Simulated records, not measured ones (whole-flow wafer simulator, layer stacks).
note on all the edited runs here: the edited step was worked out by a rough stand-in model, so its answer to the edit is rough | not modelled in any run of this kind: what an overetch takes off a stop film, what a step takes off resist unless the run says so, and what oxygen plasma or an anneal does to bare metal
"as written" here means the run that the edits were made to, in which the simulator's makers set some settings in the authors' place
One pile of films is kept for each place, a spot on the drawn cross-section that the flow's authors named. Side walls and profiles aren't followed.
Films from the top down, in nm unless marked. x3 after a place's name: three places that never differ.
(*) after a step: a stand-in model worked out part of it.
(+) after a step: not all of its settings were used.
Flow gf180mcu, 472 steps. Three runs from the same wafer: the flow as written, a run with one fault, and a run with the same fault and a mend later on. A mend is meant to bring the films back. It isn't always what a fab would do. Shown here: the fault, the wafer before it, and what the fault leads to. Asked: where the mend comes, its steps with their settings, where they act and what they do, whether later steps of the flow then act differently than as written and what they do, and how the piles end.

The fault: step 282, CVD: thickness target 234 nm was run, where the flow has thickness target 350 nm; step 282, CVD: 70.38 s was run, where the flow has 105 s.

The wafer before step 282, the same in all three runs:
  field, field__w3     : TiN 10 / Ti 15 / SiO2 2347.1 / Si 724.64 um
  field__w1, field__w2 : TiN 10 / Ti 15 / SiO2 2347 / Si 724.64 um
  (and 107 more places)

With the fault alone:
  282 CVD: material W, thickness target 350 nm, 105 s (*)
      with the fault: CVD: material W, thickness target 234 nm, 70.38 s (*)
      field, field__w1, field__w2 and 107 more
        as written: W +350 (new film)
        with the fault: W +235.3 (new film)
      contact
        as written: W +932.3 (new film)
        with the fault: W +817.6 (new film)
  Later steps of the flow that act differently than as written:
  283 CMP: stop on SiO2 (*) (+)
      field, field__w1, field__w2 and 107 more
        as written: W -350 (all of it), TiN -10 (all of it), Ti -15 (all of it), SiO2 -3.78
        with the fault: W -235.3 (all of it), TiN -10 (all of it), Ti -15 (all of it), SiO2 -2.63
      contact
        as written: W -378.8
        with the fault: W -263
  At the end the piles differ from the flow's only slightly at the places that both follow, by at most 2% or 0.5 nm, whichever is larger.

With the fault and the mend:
  The mend comes after step 282.
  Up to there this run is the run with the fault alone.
  282a CVD: material W, thickness target 116 nm, 34.82 s (the flow's step 282 once more, with other settings)
      field, field__w1, field__w2 and 108 more
        W +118
  No later step of the flow acts differently than as written, at any place that is followed, by more than 2% or 0.5 nm, whichever is larger.
  At the end the piles differ from the flow's only slightly at the places that both follow, by at most 2% or 0.5 nm, whichever is larger.
